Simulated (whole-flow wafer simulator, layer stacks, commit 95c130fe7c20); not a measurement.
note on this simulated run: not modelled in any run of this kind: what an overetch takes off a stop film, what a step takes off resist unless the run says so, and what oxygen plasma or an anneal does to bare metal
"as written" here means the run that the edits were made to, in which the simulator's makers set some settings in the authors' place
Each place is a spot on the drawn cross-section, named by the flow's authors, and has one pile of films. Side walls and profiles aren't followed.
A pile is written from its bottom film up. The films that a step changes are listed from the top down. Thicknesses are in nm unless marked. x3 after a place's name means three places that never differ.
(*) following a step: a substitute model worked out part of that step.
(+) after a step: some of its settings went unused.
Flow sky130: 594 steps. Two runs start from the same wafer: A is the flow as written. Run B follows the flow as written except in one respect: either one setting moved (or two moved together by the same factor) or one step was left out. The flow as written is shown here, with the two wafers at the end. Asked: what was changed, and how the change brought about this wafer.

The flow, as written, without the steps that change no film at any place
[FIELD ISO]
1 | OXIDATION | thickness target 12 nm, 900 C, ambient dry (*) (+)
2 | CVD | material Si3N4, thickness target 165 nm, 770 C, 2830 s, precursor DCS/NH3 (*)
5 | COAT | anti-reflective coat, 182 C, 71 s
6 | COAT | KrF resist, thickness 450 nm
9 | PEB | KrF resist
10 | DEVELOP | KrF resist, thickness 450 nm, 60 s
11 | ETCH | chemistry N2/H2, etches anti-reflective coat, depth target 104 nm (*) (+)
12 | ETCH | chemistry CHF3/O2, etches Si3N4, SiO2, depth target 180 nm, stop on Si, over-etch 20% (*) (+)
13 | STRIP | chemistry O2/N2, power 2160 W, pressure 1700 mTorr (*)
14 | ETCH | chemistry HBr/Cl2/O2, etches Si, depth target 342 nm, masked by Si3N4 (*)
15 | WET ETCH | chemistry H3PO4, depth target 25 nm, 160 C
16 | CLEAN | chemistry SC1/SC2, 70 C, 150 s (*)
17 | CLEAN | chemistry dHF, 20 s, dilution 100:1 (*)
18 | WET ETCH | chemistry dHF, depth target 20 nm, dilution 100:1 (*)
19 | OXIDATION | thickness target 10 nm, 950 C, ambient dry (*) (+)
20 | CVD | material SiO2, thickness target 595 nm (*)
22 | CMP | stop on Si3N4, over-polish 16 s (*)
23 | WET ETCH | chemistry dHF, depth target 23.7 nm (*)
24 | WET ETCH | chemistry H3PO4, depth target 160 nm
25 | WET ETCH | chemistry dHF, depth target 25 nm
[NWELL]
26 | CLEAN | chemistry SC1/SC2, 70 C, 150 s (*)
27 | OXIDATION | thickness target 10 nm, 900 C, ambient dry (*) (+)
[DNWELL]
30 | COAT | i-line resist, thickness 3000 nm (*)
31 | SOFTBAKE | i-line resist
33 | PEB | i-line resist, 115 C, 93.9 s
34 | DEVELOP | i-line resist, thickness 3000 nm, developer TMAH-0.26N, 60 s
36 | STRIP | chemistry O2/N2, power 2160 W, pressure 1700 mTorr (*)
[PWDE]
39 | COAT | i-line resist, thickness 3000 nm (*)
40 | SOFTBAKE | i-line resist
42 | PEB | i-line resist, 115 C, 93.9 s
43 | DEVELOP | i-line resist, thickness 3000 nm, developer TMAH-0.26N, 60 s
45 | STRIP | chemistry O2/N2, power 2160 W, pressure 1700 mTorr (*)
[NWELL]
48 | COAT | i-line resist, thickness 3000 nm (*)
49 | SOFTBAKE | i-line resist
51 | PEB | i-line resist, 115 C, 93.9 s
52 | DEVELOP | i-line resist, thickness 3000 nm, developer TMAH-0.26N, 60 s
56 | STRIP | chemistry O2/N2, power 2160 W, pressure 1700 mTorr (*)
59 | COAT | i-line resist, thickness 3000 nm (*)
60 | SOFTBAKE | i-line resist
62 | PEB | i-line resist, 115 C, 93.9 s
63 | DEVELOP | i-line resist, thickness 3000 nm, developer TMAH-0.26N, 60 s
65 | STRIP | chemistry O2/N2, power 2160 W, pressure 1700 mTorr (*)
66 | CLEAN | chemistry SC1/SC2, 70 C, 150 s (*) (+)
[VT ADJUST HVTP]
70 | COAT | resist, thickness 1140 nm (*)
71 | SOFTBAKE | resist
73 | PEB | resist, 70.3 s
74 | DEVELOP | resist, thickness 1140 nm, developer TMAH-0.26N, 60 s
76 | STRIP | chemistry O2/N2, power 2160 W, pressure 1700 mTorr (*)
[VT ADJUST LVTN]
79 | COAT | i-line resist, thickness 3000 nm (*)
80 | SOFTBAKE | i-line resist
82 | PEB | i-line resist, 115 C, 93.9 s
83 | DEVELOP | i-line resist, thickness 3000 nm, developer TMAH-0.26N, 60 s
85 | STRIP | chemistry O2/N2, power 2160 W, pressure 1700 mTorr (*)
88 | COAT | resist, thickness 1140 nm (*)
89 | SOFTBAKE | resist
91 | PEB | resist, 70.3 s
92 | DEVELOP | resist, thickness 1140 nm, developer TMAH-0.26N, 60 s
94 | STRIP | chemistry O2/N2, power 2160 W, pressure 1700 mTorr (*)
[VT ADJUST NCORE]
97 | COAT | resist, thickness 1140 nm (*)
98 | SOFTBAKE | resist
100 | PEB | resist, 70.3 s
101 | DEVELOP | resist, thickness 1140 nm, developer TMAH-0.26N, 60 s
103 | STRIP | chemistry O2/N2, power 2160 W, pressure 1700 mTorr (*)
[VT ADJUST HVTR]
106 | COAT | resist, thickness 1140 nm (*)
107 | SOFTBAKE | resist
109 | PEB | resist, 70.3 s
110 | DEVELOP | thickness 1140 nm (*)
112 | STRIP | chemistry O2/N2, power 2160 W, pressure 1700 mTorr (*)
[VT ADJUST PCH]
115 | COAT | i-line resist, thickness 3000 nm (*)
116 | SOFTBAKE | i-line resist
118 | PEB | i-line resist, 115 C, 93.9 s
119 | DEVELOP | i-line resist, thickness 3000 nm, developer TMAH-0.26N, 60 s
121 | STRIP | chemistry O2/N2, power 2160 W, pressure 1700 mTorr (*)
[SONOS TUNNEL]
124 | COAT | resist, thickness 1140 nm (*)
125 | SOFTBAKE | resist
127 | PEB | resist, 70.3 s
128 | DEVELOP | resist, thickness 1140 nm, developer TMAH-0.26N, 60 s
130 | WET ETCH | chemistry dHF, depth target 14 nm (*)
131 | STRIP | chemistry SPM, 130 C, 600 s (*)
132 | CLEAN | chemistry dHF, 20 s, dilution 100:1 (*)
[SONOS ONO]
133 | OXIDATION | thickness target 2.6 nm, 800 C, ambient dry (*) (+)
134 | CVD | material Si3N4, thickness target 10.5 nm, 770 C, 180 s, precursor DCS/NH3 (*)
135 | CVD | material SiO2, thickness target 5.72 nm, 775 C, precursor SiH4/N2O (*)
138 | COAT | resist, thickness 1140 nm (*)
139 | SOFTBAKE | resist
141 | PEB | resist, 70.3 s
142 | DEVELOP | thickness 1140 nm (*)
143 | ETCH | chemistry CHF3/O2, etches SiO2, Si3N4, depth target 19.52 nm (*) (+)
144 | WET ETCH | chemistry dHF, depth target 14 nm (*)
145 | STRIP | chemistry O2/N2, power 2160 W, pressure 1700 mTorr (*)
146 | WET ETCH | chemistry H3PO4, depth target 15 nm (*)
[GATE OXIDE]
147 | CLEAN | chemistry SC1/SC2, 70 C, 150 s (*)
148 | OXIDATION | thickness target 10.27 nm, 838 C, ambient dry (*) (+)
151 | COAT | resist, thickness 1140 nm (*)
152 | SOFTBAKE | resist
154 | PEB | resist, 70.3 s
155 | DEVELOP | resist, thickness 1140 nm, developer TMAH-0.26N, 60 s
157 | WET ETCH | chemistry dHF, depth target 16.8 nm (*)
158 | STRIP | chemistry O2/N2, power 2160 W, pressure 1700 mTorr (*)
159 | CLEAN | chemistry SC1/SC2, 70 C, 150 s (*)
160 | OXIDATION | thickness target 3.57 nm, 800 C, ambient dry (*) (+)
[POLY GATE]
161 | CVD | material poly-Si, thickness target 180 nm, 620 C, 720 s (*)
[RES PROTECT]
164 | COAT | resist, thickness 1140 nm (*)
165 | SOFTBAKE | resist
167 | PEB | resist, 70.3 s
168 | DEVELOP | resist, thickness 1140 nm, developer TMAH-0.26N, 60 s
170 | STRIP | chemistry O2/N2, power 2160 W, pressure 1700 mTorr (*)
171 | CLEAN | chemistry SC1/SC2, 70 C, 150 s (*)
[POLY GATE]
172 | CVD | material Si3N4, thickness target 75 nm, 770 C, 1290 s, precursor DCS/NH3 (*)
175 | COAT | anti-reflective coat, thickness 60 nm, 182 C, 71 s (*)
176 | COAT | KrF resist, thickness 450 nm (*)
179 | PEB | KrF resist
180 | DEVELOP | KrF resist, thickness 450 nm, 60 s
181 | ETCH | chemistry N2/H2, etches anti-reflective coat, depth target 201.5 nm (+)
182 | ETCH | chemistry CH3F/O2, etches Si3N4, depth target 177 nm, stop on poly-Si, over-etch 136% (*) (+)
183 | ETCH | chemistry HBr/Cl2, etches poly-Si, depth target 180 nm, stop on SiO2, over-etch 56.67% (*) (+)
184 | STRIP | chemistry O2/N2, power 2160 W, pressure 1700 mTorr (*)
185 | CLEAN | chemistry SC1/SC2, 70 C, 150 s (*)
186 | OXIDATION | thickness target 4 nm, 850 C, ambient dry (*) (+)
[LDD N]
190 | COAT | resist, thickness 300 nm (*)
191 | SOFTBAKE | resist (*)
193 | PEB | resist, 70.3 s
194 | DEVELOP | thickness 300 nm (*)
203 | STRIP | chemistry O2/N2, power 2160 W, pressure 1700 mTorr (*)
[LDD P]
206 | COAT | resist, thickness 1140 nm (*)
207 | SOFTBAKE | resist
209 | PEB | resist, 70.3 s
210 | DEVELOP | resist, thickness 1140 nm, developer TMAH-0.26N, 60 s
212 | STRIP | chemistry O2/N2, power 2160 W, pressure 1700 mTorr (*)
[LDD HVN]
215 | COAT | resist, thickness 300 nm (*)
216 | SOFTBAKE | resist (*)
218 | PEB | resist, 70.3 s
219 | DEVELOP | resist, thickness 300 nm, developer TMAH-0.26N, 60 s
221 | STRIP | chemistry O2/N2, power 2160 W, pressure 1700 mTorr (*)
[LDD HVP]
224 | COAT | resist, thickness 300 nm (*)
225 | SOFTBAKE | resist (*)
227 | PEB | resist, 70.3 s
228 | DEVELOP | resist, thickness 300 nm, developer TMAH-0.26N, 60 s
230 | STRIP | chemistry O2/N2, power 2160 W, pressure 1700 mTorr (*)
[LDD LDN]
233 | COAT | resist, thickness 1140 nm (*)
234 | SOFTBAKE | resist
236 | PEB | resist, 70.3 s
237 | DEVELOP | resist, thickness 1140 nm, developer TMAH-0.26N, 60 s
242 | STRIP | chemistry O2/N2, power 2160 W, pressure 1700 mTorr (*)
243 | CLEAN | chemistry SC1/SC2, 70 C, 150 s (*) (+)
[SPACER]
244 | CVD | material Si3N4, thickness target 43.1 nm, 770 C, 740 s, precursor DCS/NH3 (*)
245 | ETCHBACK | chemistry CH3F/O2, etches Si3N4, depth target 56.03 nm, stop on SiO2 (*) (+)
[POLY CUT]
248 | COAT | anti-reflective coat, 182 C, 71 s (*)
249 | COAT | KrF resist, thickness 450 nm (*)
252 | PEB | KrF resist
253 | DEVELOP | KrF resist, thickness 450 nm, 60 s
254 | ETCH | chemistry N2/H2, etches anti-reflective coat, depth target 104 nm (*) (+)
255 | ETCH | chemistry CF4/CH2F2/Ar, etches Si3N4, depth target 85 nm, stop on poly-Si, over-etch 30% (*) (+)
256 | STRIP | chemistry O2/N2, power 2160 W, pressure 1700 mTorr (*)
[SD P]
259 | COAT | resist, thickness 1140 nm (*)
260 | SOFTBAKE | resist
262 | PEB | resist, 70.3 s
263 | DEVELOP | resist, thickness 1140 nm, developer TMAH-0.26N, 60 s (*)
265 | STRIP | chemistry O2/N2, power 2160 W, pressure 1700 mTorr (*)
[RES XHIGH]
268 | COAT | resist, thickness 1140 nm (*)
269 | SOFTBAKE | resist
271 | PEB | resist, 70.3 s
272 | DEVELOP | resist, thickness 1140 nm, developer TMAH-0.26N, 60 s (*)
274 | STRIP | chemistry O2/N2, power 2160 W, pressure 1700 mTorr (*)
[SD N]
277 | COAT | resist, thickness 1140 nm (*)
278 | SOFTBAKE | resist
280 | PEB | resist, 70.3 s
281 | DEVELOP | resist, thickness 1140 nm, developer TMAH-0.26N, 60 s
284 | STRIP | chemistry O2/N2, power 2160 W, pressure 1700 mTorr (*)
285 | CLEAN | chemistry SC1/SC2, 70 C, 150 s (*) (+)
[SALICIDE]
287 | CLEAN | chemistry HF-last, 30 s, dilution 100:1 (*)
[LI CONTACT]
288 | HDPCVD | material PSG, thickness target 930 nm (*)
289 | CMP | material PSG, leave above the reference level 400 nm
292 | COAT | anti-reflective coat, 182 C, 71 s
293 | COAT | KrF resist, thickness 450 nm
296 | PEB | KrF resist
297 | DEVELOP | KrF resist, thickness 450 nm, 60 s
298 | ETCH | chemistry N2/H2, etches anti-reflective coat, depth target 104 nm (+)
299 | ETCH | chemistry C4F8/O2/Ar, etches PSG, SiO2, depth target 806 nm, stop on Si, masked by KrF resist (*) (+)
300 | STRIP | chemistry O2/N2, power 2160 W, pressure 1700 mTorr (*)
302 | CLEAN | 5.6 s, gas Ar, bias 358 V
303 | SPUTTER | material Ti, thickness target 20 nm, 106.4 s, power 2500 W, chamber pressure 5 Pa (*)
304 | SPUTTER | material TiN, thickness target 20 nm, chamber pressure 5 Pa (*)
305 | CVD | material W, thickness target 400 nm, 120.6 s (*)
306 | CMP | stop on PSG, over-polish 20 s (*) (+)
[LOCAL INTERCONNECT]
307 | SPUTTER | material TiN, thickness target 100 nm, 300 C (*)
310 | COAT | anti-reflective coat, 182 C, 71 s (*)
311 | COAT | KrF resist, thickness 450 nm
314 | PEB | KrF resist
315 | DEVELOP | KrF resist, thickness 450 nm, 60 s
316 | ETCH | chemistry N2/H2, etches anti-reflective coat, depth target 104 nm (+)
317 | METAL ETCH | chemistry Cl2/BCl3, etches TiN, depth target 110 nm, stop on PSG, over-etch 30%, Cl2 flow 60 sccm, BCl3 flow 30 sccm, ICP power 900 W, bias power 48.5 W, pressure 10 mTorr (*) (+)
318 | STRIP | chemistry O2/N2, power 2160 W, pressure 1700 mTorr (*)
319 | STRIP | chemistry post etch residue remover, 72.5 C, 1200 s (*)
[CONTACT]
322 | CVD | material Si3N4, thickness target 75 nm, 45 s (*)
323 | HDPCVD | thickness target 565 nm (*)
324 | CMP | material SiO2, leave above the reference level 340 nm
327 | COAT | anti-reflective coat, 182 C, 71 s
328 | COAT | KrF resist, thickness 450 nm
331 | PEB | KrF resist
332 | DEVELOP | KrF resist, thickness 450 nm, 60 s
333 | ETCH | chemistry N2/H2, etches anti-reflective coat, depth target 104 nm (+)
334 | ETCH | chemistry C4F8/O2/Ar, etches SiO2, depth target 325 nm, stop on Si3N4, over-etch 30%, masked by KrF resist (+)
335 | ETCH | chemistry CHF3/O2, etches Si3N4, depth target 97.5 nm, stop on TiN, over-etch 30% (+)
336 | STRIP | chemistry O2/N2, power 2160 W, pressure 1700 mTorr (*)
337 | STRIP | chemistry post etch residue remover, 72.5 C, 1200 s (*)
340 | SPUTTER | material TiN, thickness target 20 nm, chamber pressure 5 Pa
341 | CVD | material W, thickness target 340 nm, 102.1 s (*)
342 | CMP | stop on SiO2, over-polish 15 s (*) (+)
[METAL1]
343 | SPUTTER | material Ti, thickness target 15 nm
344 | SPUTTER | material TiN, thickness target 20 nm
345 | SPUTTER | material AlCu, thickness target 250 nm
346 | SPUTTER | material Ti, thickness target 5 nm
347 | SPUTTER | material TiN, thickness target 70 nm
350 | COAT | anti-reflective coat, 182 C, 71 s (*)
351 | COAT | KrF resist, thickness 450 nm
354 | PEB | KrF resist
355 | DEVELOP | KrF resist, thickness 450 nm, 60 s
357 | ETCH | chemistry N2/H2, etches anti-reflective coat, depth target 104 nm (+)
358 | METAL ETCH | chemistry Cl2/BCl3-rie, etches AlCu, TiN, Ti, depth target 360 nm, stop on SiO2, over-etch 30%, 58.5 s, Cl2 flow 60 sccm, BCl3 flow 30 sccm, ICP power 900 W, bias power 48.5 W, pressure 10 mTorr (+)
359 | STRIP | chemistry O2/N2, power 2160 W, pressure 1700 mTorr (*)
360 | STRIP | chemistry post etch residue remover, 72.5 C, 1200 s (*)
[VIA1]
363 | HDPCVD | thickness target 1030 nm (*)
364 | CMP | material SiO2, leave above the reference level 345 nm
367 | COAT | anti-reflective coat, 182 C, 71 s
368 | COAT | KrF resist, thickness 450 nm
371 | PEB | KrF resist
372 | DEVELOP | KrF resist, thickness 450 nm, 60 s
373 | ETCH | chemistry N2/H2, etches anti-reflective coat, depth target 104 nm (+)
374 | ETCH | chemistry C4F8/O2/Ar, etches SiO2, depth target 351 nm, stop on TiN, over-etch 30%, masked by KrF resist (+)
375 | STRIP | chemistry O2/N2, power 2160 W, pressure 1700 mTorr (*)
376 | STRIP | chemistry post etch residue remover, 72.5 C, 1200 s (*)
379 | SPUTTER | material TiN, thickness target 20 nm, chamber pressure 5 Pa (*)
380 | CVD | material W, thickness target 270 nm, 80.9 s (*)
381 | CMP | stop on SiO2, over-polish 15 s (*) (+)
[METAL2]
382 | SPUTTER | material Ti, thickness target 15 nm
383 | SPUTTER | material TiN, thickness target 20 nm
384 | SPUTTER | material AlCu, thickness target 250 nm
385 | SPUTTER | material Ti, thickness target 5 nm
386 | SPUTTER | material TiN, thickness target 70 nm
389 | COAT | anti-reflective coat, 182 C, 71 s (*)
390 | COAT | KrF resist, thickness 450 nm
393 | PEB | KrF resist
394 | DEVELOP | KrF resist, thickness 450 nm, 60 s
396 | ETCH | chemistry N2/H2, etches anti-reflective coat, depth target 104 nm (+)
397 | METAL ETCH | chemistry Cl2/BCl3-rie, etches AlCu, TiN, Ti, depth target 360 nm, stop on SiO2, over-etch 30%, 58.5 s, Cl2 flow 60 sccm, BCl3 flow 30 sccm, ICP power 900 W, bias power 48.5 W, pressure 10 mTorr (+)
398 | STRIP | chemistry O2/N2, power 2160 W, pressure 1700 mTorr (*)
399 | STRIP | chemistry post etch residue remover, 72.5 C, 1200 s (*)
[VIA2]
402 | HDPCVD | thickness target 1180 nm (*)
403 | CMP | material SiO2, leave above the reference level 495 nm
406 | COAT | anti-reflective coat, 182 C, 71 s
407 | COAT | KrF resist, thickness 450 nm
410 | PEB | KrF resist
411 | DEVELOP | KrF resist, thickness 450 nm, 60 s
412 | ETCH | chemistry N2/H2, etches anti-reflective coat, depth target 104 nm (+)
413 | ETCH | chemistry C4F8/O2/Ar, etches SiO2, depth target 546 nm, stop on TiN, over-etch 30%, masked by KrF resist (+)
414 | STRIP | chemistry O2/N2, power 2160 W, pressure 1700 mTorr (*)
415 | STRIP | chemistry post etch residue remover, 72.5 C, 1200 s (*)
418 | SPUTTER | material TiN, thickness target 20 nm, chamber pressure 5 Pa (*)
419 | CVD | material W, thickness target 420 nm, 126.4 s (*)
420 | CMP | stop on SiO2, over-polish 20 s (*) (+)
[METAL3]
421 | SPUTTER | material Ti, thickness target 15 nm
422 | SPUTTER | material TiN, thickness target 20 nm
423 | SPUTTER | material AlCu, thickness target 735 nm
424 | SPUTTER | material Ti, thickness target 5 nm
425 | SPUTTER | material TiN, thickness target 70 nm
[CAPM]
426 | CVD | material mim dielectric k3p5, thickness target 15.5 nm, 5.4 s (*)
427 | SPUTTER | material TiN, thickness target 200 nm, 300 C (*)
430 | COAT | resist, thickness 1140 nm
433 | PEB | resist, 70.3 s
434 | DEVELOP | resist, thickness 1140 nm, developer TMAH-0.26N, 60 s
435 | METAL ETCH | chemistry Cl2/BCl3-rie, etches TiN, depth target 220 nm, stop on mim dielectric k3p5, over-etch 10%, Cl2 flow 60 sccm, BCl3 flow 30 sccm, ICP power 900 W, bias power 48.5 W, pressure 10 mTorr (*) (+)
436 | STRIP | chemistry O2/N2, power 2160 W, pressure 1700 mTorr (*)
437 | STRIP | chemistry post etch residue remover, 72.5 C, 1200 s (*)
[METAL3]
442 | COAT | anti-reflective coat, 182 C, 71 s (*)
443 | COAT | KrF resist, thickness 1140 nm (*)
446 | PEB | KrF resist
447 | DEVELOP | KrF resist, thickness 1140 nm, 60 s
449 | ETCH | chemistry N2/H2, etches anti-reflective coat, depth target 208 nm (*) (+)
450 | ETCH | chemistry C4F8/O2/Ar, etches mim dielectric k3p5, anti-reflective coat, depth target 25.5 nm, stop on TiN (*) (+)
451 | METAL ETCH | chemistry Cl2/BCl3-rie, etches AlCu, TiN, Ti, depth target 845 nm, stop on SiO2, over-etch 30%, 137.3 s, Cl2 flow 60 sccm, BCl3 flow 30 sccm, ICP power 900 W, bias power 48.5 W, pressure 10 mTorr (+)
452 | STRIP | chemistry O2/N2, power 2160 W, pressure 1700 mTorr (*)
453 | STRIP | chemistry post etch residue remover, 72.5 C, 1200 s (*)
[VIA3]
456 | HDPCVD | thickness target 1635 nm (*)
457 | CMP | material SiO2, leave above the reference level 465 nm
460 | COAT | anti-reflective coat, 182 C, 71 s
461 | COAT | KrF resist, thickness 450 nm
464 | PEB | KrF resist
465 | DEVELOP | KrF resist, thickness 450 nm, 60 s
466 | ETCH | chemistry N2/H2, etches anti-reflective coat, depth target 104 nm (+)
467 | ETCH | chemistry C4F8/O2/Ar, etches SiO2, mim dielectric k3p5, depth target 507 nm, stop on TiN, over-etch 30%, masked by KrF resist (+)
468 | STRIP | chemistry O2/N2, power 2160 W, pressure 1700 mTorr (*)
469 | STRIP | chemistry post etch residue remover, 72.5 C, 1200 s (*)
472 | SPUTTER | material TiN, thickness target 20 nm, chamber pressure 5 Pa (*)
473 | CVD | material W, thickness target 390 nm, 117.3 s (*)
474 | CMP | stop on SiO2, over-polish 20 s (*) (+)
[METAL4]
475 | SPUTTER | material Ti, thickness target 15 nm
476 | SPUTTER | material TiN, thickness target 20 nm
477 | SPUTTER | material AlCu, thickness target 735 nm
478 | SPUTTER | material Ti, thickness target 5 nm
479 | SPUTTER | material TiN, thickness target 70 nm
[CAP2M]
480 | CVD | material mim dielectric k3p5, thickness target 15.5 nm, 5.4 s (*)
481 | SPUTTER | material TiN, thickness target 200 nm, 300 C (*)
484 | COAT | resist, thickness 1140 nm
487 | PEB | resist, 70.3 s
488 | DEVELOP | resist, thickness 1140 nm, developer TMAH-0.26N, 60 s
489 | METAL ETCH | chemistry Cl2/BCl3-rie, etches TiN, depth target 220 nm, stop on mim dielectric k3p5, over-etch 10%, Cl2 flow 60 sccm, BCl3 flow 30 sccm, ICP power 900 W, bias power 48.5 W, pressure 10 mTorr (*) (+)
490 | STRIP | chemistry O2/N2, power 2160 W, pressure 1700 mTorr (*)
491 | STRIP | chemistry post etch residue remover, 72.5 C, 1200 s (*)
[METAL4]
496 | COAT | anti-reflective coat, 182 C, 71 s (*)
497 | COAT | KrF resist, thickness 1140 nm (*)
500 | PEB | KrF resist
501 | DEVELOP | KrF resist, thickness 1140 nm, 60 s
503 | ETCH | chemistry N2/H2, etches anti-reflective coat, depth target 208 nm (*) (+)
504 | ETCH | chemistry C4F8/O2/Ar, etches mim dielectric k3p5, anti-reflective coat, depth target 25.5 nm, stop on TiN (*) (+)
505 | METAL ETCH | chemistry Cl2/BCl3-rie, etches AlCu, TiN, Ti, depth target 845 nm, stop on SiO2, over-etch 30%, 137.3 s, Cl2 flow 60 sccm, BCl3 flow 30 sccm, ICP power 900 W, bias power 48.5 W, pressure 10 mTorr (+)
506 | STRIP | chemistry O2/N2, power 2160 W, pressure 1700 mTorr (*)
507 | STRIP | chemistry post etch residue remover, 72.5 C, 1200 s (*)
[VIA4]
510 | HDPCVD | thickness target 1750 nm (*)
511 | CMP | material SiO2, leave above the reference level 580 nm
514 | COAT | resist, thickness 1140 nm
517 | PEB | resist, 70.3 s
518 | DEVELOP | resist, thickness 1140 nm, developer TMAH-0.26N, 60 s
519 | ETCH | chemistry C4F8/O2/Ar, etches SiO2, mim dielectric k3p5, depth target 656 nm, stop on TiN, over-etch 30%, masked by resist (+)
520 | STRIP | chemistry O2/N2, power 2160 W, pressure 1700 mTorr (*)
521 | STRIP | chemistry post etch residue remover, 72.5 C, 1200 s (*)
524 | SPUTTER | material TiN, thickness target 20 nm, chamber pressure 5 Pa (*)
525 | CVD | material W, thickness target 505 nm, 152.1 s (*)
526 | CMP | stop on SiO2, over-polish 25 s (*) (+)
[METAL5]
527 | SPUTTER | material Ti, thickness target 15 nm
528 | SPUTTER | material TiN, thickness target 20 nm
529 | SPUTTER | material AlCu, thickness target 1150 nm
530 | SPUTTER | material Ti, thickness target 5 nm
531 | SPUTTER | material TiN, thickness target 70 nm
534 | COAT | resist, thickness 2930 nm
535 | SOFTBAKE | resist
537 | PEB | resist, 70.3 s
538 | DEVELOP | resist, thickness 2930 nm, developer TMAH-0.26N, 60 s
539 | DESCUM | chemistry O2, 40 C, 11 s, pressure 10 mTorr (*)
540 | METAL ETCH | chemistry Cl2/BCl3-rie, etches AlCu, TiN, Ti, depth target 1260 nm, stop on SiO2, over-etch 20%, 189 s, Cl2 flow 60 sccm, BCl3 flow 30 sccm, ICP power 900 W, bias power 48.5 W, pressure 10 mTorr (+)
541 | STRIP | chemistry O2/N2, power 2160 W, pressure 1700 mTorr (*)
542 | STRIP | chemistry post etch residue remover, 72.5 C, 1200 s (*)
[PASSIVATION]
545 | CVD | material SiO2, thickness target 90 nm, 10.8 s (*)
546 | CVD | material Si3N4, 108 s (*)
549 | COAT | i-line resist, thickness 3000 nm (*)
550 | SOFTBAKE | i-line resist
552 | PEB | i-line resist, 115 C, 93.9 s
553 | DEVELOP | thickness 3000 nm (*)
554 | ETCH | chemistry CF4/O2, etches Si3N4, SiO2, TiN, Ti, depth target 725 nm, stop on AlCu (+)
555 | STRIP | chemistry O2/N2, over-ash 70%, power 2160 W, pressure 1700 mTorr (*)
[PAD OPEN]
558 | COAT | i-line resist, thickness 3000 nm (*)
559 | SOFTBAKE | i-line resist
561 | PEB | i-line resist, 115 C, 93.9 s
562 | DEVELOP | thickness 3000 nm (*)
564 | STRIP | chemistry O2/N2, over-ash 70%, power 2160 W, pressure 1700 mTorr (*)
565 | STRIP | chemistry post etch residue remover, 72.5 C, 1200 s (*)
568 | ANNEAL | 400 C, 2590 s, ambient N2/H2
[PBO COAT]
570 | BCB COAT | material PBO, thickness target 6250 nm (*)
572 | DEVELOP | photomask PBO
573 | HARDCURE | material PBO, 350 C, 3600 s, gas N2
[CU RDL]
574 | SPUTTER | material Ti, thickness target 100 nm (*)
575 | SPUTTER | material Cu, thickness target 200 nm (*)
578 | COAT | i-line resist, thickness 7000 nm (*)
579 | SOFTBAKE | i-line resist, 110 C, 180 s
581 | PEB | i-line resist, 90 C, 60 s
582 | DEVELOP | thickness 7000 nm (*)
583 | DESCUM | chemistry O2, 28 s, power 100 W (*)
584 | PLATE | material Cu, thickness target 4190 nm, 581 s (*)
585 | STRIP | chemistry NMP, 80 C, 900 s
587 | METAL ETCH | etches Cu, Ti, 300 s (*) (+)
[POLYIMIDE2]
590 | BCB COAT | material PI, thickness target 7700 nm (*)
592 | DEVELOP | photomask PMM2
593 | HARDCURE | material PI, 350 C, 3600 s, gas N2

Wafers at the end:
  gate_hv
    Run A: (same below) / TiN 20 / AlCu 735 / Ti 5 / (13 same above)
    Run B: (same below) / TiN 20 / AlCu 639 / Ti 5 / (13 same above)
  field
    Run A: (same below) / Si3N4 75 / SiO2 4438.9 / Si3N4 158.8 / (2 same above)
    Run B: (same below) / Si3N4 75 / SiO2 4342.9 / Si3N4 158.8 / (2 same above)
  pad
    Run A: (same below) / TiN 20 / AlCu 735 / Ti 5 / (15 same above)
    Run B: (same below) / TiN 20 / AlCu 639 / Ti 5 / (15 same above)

What caused this: step 423, SPUTTER: thickness target 639 nm was run, whereas the flow has thickness target 735 nm.
One can read it off the wafer: gate_hv has AlCu 639, and step 423 as written asks for 735 nm.

The path from the change to this, step by step:
  423 | SPUTTER | material AlCu, thickness target 735 nm
      field, active, n_well and 188 more: A +735 AlCu (new film) | B +639 AlCu (new film)
  451 | METAL ETCH | chemistry Cl2/BCl3-rie, etches AlCu, TiN, Ti, depth target 845 nm, stop on SiO2, over-etch 30%, 137.3 s, Cl2 flow 60 sccm, BCl3 flow 30 sccm, ICP power 900 W, bias power 48.5 W, pressure 10 mTorr (+)
      field, gate, spacer and 66 more: A -70 TiN (all of it), -5 Ti (all of it), -735 AlCu (all of it), -20 TiN (all of it), -15 Ti (all of it), -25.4 SiO2 | B -70 TiN (all of it), -5 Ti (all of it), -639 AlCu (all of it), -20 TiN (all of it), -15 Ti (all of it), -35 SiO2
      vpp_ln, vpp_iso2, ndiff_ln and 8 more: A -70 TiN (all of it), -5 Ti (all of it), -735 AlCu (all of it), -20 TiN (all of it), -15 Ti (all of it), -25.3 SiO2 | B -70 TiN (all of it), -5 Ti (all of it), -639 AlCu (all of it), -20 TiN (all of it), -15 Ti (all of it), -34.9 SiO2
      (as well as at 5 more places)
  457 | CMP | material SiO2, leave above the reference level 465 nm
      field, gate, spacer and 61 more: A -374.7 SiO2 | B -461.1 SiO2
      active, vpp_ln, vpp_iso1 and 18 more: A -374.7 SiO2 | B -461 SiO2
